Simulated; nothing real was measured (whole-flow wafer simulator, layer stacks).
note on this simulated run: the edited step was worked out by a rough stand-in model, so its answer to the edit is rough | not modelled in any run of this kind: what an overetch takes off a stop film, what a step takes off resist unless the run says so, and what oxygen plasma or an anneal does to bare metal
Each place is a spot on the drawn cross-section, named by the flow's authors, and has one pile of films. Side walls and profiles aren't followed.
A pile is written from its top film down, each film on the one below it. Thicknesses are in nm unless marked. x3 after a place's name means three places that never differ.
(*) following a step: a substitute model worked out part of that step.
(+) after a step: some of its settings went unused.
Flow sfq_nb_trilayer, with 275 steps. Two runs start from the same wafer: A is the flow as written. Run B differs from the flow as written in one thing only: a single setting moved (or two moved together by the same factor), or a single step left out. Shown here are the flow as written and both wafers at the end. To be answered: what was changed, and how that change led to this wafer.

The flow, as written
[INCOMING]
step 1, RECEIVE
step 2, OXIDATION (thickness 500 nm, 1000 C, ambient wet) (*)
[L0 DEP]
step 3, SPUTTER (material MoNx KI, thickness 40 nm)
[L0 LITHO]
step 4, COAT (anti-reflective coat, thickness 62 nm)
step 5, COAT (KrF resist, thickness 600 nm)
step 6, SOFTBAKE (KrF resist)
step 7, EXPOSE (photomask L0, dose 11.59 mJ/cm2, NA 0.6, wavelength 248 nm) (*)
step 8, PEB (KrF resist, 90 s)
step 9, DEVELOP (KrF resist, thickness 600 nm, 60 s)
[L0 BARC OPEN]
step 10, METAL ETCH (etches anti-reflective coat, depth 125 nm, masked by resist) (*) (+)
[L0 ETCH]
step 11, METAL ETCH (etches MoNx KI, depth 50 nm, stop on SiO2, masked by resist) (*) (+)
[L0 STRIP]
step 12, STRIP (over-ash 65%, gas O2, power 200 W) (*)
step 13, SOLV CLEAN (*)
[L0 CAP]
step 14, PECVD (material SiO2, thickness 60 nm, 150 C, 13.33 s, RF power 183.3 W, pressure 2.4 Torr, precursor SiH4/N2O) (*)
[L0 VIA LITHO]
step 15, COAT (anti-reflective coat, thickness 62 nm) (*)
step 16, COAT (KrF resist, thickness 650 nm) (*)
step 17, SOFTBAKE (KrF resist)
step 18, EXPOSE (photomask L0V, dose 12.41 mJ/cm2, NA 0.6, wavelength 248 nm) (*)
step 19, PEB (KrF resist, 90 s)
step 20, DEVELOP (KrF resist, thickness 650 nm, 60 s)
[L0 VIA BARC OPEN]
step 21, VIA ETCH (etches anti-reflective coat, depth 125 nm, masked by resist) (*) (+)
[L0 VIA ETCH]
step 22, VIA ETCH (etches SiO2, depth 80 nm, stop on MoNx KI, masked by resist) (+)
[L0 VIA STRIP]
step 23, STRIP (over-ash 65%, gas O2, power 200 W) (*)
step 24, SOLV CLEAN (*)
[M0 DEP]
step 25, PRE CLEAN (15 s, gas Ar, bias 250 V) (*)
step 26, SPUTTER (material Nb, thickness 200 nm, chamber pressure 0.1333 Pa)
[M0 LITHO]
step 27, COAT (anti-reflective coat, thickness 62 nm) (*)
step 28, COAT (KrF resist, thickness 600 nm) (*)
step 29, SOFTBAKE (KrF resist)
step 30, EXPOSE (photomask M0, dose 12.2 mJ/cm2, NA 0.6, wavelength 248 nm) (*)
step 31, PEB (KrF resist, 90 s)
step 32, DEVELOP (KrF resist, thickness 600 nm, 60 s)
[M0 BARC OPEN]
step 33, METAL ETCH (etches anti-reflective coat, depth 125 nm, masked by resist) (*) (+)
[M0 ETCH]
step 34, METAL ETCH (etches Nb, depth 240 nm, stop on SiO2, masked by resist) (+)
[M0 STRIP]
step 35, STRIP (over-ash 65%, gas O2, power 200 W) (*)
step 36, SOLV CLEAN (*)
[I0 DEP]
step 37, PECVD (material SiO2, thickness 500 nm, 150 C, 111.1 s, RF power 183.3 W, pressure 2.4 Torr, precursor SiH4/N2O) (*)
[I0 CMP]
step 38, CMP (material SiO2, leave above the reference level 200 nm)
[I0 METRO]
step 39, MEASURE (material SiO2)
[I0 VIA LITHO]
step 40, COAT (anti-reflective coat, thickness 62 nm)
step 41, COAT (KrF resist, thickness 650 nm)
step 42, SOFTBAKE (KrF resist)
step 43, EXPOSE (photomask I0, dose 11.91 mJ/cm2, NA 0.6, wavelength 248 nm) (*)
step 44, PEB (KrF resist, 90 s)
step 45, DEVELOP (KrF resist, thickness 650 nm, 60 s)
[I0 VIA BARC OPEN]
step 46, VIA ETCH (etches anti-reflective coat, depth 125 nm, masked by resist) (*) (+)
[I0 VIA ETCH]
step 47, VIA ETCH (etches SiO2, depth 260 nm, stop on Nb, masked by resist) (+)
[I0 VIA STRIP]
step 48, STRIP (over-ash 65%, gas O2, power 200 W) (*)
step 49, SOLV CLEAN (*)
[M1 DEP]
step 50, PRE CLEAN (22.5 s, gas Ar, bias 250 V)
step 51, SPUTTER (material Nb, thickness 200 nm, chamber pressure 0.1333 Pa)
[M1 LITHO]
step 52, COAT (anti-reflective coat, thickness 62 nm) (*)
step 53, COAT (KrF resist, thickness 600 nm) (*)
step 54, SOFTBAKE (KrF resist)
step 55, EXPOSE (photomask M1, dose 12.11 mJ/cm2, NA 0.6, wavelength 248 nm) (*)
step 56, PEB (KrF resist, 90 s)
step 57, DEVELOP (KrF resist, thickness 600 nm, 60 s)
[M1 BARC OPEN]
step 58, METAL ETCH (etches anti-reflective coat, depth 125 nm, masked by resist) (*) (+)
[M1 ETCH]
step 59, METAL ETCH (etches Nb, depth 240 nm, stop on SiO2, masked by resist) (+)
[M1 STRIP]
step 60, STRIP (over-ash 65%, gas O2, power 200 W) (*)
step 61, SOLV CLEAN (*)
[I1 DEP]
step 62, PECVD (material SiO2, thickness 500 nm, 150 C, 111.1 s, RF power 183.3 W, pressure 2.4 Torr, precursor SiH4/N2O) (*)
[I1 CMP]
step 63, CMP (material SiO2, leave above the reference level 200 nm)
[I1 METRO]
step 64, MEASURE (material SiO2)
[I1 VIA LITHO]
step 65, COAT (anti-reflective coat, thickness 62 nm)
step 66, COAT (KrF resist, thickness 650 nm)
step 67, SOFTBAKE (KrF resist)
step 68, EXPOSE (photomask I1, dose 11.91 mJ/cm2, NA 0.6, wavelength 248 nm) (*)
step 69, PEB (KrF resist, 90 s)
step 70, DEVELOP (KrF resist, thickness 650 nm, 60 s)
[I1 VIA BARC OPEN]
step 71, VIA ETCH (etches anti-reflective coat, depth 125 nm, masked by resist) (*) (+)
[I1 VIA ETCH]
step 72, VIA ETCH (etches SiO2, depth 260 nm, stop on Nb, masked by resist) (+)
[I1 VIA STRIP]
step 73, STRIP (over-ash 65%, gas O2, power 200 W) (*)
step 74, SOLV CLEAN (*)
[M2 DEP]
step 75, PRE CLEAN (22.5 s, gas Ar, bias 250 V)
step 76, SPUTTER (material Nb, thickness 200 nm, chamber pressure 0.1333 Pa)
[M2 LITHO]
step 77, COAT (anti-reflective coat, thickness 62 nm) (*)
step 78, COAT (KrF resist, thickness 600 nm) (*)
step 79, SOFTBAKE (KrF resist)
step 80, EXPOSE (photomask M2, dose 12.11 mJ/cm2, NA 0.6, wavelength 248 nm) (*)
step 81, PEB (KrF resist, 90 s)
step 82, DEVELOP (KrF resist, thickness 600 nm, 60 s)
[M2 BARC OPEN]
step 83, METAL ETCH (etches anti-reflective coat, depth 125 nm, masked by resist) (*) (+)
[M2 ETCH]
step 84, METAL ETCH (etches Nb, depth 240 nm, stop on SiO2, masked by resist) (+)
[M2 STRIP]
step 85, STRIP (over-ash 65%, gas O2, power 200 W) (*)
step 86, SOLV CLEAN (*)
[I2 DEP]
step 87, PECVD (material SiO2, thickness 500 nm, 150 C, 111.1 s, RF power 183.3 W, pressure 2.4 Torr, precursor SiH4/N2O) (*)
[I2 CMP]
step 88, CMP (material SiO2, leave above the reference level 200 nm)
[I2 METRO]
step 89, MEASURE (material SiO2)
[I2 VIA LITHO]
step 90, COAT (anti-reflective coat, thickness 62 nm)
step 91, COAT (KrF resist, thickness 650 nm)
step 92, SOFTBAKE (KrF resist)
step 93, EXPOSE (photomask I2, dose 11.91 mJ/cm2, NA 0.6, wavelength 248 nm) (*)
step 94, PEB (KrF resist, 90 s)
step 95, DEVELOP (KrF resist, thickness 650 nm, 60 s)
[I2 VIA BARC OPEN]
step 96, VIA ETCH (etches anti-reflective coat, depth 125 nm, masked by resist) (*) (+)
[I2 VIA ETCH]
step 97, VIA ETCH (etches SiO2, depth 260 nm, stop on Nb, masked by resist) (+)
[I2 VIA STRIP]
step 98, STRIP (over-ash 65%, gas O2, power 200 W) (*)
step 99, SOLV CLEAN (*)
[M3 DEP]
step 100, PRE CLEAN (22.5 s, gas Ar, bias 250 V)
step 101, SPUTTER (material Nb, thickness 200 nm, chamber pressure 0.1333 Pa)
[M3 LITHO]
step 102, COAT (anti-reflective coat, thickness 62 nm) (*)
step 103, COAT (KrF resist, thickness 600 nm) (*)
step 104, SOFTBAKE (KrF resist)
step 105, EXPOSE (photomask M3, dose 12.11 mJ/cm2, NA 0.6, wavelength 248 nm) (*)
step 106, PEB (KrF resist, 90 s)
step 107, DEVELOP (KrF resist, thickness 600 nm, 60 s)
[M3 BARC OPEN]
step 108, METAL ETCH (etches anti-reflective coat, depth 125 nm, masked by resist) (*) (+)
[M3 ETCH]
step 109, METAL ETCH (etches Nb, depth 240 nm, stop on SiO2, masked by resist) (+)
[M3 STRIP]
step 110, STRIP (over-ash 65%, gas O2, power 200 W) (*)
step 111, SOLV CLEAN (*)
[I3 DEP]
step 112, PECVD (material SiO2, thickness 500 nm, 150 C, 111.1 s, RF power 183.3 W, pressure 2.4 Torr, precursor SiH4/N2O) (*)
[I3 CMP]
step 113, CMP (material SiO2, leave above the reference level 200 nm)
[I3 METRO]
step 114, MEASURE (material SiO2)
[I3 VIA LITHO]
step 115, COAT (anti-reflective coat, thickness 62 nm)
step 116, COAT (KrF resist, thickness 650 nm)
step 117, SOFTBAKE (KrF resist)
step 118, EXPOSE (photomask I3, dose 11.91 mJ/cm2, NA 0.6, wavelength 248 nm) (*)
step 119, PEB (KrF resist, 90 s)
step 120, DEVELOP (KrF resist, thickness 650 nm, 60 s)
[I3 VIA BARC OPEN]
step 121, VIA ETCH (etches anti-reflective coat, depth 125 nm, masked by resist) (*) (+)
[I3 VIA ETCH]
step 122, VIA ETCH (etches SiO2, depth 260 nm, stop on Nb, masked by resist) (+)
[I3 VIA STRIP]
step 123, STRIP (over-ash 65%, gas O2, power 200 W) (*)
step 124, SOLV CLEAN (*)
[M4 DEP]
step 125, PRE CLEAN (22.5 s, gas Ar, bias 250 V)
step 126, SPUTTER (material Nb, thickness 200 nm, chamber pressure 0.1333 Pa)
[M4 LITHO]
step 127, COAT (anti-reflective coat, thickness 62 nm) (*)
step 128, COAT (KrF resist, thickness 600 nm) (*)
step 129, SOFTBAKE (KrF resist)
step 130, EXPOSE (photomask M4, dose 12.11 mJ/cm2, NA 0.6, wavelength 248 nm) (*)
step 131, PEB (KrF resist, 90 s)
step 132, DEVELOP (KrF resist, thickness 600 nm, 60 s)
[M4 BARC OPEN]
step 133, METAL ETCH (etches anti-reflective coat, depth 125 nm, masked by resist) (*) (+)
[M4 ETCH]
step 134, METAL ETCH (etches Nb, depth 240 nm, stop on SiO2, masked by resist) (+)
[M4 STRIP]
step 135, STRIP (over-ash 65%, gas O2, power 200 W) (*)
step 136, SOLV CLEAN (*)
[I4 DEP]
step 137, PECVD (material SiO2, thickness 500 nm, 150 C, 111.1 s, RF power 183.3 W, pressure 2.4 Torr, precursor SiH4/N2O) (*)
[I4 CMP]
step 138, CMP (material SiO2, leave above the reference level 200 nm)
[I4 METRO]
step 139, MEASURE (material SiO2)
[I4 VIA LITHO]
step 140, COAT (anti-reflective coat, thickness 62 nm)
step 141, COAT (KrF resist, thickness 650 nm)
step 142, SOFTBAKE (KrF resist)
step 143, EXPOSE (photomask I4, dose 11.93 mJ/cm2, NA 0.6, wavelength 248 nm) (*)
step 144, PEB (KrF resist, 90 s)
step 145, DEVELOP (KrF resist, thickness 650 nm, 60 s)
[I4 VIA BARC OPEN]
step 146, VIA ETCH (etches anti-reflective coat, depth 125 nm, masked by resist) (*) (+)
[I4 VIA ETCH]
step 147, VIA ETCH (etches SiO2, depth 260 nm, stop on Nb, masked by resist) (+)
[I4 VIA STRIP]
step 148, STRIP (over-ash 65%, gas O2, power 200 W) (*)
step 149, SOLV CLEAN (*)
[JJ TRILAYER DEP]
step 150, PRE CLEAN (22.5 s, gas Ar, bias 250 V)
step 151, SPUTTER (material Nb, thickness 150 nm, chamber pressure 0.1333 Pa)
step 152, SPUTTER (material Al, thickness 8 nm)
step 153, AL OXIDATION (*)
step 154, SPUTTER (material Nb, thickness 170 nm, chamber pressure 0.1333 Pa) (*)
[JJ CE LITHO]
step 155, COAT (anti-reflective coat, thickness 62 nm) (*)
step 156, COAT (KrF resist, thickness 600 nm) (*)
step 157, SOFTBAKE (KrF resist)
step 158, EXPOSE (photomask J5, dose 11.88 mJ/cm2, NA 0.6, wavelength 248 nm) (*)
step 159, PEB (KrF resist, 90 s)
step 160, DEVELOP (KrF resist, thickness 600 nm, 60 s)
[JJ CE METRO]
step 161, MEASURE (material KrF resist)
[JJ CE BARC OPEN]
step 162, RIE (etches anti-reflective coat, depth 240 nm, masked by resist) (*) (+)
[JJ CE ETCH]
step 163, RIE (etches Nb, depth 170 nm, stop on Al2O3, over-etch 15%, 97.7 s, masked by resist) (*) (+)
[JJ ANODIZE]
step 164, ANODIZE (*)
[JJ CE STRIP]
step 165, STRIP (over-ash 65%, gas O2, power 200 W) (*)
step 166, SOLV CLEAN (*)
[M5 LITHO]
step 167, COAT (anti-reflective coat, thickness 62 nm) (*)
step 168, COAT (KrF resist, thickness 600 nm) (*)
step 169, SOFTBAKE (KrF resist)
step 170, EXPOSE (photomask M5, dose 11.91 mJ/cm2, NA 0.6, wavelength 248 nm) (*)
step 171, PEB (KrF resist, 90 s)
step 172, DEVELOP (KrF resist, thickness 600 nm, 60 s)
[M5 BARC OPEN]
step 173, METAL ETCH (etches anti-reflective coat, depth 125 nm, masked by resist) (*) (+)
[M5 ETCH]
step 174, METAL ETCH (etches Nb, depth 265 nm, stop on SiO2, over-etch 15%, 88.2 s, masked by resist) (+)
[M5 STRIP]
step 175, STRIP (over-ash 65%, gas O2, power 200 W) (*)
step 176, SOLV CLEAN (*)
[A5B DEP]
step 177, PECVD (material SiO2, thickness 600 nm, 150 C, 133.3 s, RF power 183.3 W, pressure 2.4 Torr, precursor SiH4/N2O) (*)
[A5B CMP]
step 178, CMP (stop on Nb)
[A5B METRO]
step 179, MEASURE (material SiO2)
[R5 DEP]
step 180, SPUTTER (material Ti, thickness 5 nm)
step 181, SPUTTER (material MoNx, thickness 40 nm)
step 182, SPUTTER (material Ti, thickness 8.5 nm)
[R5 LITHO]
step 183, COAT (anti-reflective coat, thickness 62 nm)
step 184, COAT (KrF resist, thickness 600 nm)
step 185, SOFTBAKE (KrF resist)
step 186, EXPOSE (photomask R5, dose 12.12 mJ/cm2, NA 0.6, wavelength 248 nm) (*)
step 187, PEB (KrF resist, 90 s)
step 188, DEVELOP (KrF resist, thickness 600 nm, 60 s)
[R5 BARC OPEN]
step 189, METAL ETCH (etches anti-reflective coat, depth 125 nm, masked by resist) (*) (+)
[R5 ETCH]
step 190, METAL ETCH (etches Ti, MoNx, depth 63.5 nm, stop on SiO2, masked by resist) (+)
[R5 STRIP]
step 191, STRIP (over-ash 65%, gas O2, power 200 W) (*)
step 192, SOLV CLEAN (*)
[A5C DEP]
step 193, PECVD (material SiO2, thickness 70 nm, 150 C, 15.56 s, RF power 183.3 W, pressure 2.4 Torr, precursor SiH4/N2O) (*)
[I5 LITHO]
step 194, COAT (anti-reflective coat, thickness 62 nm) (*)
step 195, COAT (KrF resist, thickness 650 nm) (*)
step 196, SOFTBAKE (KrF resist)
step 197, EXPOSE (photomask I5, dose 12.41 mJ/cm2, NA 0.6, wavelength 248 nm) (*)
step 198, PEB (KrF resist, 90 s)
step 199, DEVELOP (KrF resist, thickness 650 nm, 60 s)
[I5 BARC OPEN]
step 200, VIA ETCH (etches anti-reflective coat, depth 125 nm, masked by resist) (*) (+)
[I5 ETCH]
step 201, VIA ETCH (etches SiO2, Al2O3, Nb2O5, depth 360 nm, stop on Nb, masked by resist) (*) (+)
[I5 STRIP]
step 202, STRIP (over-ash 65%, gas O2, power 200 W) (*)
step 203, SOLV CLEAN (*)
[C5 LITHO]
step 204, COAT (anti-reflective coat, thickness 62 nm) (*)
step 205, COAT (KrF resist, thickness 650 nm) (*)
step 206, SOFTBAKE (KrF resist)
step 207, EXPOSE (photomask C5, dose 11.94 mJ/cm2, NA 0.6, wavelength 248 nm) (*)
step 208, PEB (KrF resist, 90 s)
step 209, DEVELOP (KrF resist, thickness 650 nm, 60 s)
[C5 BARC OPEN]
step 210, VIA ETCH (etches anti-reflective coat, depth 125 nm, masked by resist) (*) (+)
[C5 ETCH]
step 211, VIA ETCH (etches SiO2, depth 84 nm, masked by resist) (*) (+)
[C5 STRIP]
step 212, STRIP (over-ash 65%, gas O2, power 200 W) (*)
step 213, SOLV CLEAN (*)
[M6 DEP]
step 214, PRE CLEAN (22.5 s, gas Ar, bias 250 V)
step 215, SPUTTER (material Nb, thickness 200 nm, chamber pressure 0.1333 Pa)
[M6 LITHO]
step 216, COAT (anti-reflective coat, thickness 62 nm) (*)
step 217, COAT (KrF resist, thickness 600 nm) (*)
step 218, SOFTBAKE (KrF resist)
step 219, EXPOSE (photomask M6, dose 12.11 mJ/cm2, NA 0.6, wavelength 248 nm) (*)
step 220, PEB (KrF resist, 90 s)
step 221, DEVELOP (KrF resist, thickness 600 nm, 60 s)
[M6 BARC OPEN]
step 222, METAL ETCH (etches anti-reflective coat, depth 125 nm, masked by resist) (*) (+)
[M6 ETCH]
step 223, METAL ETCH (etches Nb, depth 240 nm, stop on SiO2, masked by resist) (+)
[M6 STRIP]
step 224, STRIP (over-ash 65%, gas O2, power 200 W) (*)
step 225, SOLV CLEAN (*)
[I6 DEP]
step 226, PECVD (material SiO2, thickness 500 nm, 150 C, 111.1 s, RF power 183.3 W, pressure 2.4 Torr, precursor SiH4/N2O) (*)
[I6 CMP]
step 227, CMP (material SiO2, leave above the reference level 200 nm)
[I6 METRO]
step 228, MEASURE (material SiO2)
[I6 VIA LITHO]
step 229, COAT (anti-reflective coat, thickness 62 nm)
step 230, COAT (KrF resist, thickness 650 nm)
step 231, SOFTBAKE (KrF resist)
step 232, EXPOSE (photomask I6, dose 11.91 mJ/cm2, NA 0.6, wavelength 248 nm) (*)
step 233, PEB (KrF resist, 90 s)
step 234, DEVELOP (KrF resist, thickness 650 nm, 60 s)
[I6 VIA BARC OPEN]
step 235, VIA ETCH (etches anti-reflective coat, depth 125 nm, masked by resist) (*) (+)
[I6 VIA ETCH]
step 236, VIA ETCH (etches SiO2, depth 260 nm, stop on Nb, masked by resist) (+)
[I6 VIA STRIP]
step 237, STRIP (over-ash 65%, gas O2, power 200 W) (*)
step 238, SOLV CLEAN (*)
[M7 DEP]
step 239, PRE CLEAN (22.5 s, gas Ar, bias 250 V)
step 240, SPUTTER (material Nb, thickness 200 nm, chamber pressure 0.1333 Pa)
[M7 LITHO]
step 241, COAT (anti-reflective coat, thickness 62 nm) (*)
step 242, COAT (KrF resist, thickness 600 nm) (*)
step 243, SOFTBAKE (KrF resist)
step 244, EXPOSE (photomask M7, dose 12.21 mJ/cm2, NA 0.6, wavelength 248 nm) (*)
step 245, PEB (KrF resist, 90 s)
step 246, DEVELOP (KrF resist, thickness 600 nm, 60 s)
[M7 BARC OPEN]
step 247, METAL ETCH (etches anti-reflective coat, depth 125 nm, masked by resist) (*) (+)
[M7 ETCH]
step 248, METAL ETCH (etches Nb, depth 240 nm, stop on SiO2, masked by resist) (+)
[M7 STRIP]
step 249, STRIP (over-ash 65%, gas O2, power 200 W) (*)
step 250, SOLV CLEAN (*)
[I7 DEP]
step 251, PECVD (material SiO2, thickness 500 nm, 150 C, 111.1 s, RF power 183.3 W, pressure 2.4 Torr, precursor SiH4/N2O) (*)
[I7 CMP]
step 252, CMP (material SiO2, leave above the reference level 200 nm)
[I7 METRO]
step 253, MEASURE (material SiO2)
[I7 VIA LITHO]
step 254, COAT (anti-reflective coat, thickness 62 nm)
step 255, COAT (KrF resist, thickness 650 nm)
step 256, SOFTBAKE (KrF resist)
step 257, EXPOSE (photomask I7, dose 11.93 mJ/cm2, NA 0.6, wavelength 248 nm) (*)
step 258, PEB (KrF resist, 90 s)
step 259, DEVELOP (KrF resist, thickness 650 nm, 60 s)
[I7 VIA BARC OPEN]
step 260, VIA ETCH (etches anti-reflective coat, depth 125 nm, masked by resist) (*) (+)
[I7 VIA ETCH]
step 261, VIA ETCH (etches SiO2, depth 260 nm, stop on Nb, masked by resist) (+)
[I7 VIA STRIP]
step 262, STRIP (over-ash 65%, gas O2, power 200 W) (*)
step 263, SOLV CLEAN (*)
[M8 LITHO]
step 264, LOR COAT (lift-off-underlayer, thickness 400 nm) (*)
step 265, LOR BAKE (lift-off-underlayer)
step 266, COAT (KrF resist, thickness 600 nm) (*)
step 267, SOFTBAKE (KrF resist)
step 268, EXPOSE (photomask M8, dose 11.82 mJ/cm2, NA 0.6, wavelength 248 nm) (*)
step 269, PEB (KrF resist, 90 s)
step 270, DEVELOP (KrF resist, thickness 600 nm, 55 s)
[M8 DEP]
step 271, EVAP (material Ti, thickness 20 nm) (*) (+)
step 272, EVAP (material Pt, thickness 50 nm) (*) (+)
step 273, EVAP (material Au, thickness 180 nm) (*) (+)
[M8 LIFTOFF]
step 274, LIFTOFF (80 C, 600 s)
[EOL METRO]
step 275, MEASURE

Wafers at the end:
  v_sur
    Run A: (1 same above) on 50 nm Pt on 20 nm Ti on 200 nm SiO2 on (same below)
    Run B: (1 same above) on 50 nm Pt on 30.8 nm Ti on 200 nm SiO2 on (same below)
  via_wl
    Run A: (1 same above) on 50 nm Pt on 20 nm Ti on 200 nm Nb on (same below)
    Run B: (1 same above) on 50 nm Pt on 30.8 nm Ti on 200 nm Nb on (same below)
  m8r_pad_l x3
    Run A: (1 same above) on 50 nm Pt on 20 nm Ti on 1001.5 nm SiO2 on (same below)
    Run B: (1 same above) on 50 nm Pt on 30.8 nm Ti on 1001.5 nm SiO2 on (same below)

Cause: step 271, EVAP: thickness 30.8 nm was run, though the flow has thickness 20 nm.
The wafer itself shows it: v_sur has Ti 30.8, and step 271 as written asks for 20 nm.

Step by step, how the change led to this:
  step 271, EVAP (material Ti, thickness 20 nm) (*) (+)
      field_l, v_sur, via_wl and 103 more: A +20 Ti (new film) | B +30.8 Ti (new film)
  step 274, LIFTOFF (80 C, 600 s)
      p4_fl x3, p4_w1 x9, p4_g1 x2 and 60 more: A -180 Au (all of it), -50 Pt (all of it), -20 Ti (all of it), -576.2 KrF resist (all of it), -400 lift-off-underlayer (all of it) | B -180 Au (all of it), -50 Pt (all of it), -30.8 Ti (all of it), -576.2 KrF resist (all of it), -400 lift-off-underlayer (all of it)
      c5j, ce_r: A -180 Au (all of it), -50 Pt (all of it), -20 Ti (all of it), -573.3 KrF resist (all of it), -399.3 lift-off-underlayer (all of it) | B -180 Au (all of it), -50 Pt (all of it), -30.8 Ti (all of it), -573.3 KrF resist (all of it), -399.3 lift-off-underlayer (all of it)
      (as well as at 19 more places)
